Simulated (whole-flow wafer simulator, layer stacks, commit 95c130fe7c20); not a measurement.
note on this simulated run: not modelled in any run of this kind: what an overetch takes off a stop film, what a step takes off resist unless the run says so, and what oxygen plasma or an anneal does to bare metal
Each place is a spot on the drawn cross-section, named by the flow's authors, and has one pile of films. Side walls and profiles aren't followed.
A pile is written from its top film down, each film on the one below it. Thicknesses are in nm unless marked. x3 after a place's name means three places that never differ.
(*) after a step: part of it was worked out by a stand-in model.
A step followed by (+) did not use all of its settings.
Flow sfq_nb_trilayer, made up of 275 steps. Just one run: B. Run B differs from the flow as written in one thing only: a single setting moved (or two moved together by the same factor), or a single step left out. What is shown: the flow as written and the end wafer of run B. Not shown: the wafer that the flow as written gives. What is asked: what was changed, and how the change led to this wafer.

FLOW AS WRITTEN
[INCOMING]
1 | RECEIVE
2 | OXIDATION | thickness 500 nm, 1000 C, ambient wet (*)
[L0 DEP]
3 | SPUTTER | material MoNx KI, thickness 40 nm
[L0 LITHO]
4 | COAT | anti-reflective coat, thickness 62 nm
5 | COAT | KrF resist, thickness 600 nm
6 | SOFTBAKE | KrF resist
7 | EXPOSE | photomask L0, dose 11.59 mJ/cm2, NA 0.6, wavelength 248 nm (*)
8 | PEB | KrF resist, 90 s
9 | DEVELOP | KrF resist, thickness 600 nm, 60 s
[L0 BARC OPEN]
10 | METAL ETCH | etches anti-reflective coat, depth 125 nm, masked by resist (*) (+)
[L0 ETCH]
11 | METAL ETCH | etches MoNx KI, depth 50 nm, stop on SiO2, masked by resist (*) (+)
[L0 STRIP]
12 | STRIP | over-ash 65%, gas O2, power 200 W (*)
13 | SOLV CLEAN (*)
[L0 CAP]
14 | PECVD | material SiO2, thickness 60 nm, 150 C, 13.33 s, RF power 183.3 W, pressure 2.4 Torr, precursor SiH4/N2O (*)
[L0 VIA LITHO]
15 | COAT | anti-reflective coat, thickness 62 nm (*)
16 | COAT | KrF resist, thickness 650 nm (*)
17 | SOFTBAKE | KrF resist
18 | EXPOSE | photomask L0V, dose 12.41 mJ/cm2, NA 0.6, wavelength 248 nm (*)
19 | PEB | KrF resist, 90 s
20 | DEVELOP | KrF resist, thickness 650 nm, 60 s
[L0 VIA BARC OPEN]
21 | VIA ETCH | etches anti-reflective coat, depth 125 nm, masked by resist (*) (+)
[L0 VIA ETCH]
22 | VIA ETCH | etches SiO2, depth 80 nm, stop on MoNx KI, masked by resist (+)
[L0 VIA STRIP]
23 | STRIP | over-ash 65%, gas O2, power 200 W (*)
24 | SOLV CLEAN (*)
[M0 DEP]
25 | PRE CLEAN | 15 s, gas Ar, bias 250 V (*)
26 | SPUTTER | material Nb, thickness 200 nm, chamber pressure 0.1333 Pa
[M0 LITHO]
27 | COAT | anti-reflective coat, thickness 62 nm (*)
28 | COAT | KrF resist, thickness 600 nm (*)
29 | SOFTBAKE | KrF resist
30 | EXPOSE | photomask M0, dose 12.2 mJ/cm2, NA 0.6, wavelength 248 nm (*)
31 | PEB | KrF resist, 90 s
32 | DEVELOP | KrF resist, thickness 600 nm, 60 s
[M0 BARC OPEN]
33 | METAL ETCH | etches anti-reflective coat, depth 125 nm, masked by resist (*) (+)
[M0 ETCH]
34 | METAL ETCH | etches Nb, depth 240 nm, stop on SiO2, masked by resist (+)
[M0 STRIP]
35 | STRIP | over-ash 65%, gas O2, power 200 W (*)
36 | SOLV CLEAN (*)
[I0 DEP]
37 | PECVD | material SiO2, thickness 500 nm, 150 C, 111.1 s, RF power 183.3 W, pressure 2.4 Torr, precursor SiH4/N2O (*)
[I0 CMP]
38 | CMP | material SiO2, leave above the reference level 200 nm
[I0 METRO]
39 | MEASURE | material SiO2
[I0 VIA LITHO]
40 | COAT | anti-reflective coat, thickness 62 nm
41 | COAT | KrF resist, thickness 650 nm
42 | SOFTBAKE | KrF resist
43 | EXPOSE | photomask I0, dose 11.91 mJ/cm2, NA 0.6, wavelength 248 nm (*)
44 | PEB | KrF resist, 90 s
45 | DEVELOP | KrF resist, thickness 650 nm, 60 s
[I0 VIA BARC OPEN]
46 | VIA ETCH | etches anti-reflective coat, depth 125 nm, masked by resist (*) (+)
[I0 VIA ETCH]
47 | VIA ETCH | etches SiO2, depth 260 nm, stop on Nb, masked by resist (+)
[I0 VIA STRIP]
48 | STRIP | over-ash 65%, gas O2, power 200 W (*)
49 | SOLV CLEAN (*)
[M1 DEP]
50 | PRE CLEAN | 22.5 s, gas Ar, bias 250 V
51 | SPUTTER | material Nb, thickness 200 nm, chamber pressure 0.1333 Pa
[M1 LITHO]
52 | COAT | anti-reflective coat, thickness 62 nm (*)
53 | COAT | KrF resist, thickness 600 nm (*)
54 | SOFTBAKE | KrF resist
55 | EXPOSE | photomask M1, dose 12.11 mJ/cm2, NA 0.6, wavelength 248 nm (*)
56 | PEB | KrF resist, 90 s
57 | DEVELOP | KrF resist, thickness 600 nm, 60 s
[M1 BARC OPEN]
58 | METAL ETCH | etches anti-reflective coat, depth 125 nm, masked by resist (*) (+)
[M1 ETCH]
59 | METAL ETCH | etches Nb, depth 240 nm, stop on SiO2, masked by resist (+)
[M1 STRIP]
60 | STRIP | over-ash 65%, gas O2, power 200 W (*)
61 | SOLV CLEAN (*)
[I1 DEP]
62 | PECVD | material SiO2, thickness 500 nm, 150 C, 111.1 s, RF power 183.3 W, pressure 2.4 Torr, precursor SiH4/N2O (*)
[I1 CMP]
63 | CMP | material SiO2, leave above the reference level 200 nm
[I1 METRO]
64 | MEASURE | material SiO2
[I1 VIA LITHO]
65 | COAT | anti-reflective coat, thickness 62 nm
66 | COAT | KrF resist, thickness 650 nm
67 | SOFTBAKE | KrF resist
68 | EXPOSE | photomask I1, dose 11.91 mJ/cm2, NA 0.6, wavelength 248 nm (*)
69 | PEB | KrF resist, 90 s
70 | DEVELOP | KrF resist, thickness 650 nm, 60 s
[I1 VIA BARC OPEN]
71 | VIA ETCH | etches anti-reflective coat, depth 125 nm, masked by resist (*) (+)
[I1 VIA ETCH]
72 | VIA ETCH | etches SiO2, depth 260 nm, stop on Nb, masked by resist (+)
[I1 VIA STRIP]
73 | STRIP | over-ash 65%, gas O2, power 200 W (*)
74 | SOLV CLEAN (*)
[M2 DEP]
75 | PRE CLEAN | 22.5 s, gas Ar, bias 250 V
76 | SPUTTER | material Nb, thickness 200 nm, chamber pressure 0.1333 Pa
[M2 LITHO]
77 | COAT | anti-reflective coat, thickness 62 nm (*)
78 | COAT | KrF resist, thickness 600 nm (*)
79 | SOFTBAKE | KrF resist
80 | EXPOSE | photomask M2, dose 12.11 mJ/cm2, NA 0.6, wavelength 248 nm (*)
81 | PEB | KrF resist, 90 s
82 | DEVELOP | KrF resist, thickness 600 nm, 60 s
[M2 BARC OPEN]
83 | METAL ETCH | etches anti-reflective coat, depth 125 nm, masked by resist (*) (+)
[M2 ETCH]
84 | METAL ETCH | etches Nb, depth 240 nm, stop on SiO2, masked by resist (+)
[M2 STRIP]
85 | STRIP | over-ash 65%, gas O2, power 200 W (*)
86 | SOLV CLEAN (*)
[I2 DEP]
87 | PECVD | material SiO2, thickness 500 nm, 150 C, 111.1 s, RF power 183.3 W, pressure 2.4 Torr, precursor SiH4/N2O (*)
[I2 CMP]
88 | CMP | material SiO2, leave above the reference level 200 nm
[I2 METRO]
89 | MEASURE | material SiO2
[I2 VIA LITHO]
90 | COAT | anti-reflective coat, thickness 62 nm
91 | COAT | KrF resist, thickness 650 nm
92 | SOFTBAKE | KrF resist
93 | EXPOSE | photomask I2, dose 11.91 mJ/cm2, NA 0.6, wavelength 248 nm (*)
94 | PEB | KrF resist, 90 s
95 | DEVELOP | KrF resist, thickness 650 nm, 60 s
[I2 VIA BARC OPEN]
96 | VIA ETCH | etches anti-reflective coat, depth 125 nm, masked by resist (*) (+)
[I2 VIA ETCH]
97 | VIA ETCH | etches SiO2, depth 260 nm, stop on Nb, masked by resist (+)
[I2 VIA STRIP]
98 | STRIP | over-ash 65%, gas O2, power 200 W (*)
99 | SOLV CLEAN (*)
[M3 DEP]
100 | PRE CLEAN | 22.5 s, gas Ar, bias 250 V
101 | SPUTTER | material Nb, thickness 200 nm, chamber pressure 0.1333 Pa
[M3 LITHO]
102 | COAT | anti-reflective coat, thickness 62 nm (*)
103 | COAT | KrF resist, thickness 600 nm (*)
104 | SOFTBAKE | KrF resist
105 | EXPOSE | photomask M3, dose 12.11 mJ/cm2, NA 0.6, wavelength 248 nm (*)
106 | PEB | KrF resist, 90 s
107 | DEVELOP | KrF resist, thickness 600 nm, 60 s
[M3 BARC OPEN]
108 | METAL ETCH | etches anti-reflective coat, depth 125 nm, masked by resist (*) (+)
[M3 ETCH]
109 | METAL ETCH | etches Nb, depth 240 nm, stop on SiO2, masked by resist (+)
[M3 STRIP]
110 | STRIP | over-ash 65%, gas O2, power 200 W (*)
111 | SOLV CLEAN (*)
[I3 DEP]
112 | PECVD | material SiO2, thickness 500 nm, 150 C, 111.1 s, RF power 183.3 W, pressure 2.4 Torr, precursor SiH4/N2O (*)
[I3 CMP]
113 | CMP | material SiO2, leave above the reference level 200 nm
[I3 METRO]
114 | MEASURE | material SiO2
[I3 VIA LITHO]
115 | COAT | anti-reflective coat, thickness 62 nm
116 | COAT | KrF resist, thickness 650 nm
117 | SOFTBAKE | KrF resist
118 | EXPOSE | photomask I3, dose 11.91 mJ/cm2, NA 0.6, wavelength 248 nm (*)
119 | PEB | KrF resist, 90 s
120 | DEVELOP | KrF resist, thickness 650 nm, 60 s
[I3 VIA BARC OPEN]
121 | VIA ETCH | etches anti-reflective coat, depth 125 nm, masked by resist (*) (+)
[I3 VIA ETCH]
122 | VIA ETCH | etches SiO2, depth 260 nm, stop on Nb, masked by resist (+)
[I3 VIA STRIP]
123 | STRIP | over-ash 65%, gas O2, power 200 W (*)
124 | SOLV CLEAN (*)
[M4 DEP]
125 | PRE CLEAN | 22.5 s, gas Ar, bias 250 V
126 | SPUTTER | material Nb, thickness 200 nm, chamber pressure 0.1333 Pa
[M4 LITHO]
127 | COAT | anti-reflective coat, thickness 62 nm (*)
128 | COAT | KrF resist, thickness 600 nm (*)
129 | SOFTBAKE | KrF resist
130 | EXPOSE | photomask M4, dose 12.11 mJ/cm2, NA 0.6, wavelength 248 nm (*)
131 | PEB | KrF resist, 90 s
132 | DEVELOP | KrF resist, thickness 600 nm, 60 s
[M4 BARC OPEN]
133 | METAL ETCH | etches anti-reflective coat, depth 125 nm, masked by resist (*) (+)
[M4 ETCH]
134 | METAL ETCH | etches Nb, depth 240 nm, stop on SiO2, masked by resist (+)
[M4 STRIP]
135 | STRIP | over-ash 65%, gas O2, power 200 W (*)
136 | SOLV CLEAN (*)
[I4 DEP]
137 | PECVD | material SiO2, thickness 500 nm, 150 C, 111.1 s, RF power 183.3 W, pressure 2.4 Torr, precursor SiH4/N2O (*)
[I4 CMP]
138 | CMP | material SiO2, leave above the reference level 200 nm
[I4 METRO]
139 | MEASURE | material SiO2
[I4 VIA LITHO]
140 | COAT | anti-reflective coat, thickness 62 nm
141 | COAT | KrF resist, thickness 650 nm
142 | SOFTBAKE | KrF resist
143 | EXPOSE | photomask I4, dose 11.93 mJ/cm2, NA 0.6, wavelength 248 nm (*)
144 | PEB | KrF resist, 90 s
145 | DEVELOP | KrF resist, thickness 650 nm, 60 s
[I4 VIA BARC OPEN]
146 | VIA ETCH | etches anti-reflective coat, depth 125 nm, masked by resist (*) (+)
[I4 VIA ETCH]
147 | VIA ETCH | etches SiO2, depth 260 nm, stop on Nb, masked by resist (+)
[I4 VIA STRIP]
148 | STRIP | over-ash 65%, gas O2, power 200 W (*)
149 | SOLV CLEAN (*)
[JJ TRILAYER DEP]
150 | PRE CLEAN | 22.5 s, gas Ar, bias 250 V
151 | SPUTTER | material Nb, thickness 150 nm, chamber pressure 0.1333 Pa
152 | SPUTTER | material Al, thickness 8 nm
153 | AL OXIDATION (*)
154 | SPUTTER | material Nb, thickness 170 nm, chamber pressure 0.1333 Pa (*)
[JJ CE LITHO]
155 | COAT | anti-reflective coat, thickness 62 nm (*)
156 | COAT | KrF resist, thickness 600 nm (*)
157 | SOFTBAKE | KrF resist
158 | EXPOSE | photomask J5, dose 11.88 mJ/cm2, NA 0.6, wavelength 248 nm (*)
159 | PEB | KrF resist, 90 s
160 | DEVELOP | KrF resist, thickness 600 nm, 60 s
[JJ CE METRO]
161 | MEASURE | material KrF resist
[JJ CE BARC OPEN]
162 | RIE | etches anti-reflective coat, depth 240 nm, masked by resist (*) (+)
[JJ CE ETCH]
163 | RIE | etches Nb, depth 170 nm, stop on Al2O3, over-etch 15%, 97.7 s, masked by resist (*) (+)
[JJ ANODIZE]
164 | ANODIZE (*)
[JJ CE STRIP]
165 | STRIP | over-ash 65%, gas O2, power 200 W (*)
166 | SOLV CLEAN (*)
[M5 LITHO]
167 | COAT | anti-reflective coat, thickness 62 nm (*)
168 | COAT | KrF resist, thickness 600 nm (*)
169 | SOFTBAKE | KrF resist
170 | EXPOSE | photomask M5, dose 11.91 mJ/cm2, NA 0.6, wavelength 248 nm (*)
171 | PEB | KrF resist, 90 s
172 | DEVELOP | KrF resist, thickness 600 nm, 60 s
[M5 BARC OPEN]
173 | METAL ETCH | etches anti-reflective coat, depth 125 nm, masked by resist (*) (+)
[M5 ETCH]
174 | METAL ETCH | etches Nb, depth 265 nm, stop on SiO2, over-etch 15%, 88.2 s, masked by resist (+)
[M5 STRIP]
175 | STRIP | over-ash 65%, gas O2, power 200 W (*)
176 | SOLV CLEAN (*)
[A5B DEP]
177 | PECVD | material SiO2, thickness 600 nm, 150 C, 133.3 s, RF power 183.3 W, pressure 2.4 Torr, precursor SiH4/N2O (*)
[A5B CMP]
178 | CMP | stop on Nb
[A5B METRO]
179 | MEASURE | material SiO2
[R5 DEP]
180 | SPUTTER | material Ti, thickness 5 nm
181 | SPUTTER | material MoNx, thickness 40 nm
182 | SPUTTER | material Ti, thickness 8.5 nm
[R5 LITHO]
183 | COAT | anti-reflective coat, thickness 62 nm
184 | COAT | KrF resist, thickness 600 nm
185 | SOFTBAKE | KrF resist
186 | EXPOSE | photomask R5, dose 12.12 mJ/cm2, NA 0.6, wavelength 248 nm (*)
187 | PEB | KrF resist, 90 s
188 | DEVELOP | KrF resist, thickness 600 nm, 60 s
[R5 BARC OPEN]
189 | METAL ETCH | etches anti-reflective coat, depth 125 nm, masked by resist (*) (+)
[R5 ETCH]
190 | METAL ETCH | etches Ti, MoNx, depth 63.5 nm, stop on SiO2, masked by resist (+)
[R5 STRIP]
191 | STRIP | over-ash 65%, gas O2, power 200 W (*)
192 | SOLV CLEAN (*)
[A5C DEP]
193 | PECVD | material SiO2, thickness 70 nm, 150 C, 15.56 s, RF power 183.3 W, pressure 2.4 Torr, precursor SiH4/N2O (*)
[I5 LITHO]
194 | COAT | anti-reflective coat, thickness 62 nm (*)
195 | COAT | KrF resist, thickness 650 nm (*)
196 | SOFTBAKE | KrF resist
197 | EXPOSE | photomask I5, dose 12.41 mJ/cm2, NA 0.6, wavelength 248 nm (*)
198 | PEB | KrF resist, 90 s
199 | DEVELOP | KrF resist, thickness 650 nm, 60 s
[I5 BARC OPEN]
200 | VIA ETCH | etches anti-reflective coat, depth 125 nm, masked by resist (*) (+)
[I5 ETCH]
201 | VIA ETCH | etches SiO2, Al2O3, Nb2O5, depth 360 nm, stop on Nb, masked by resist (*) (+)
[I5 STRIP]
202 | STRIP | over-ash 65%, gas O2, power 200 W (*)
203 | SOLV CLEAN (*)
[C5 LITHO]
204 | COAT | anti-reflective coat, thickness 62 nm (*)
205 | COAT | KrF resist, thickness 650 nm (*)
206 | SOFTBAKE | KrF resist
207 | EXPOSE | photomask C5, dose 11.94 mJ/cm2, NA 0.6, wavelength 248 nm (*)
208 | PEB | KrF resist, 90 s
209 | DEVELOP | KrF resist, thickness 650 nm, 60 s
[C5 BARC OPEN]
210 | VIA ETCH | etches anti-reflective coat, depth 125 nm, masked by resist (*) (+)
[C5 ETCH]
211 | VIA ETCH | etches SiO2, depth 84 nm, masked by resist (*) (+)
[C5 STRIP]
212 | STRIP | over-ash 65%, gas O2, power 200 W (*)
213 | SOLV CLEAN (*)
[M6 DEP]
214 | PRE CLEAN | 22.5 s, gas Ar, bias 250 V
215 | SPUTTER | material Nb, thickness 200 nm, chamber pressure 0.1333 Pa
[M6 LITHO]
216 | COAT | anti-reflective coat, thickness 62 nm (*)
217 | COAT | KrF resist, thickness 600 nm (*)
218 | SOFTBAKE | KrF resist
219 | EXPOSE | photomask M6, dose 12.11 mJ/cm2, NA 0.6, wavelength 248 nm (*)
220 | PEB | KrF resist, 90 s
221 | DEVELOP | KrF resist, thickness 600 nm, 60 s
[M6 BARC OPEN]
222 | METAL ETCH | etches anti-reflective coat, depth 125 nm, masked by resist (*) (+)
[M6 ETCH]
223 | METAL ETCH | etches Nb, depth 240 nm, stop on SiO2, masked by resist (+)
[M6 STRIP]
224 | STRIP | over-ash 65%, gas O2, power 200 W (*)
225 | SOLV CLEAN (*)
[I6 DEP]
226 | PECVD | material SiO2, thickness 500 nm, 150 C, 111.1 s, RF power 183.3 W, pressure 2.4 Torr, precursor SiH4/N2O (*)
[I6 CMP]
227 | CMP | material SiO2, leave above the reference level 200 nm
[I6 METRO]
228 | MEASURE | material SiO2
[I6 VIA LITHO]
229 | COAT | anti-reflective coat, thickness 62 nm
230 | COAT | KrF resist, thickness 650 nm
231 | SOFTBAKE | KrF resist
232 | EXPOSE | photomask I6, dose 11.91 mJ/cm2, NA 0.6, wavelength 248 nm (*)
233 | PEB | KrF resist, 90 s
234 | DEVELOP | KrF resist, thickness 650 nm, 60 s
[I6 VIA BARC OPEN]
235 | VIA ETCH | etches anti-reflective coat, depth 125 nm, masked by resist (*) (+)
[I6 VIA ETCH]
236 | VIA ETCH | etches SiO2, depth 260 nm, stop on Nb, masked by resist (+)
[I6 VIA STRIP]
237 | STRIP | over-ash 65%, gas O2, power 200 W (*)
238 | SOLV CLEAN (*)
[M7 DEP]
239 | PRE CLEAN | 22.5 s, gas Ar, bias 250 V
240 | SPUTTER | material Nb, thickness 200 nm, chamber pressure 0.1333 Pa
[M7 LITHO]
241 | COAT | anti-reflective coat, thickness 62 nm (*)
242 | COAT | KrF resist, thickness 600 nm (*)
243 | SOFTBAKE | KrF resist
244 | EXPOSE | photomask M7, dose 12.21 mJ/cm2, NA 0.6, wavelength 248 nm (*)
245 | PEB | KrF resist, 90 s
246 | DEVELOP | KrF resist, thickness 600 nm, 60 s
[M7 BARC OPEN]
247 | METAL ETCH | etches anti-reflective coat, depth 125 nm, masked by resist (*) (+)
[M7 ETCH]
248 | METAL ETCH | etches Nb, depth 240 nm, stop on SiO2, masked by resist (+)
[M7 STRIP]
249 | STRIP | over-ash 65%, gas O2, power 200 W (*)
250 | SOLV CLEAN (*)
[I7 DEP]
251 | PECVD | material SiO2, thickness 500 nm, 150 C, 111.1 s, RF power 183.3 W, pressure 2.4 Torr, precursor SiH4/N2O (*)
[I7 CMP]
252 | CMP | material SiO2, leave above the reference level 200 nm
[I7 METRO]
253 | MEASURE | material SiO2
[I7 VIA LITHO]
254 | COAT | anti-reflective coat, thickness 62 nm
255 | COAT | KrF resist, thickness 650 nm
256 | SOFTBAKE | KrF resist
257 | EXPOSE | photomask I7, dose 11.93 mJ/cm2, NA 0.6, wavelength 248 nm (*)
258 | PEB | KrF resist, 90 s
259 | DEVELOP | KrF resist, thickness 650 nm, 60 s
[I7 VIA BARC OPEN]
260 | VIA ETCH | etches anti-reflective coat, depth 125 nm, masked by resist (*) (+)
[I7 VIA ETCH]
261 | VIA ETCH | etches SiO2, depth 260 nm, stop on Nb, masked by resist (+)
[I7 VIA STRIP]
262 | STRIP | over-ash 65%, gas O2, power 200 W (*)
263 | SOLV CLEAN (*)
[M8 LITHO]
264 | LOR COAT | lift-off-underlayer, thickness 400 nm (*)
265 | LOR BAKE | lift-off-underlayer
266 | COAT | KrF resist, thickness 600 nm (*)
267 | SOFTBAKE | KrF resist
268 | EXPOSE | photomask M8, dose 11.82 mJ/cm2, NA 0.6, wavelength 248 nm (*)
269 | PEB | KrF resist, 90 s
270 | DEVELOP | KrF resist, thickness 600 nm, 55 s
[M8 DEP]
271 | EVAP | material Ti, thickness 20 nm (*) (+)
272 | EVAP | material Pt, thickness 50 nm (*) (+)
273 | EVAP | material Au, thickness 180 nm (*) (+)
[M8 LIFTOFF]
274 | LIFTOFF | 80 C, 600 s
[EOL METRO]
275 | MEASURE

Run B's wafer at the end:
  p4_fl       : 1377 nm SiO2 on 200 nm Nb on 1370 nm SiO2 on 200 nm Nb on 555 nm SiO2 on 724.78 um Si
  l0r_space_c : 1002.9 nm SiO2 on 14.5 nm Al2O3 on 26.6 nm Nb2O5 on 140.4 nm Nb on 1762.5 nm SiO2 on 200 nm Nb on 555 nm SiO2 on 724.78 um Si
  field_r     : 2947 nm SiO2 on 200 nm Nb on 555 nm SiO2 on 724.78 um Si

Cause: step 152, SPUTTER: thickness 9.12 nm was run, whereas the flow has thickness 8 nm.

How this came from the change, step by step:
  152 | SPUTTER | material Al, thickness 8 nm
      field_l, v_sur, via_sp and 100 more: +9.12 Al (new film) (it would be, as written: +8 Al (new film))
      via_wl, via_wr: +5.86 Al (new film) (it would be, as written: +5.14 Al (new film))
      (and at 1 other place as well)
  164 | ANODIZE (*)
      field_l, v_sur, via_sp and 96 more: +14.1 Al2O3, +26.6 Nb2O5 (new film), -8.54 Al (all of it), -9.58 Nb (it would be, as written: +12.2 Al2O3, +29.9 Nb2O5 (new film), -7.42 Al (all of it), -10.8 Nb)
      via_wl, via_wr: +8.71 Al2O3 (new film), +37.1 Nb2O5 (new film), -5.28 Al (all of it), -13.3 Nb (it would be, as written: +7.52 Al2O3 (new film), +39.2 Nb2O5 (new film), -4.56 Al (all of it), -14.1 Nb)
      (and at 1 other place as well)
  167 | COAT | anti-reflective coat, thickness 62 nm (*)
      ce_l: +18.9 anti-reflective coat (new film) (it would be, as written: +19.6 anti-reflective coat (new film))
      ce_r: +18.9 anti-reflective coat (new film) (it would be, as written: +19.7 anti-reflective coat (new film))
  174 | METAL ETCH | etches Nb, depth 265 nm, stop on SiO2, over-etch 15%, 88.2 s, masked by resist (+)
      field_l, r_sur, res and 50 more: -14.5 Al2O3 (all of it), -26.6 Nb2O5 (all of it), -140.4 Nb (all of it), -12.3 SiO2 (it would be, as written: -12.6 Al2O3 (all of it), -29.9 Nb2O5 (all of it), -139.2 Nb (all of it), -12.3 SiO2)
  175 | STRIP | over-ash 65%, gas O2, power 200 W (*)
      ce_l: -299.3 KrF resist (all of it), -18.9 anti-reflective coat (all of it) (it would be, as written: -299.6 KrF resist (all of it), -19.6 anti-reflective coat (all of it))
      ce_r: -299.6 KrF resist (all of it), -18.9 anti-reflective coat (all of it) (it would be, as written: -299.9 KrF resist (all of it), -19.7 anti-reflective coat (all of it))
  201 | VIA ETCH | etches SiO2, Al2O3, Nb2O5, depth 360 nm, stop on Nb, masked by resist (*) (+)
      be: -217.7 SiO2 (all of it), -14.5 Al2O3 (all of it), -26.6 Nb2O5 (all of it) (it would be, as written: -216.4 SiO2 (all of it), -12.7 Al2O3 (all of it), -29.9 Nb2O5 (all of it))
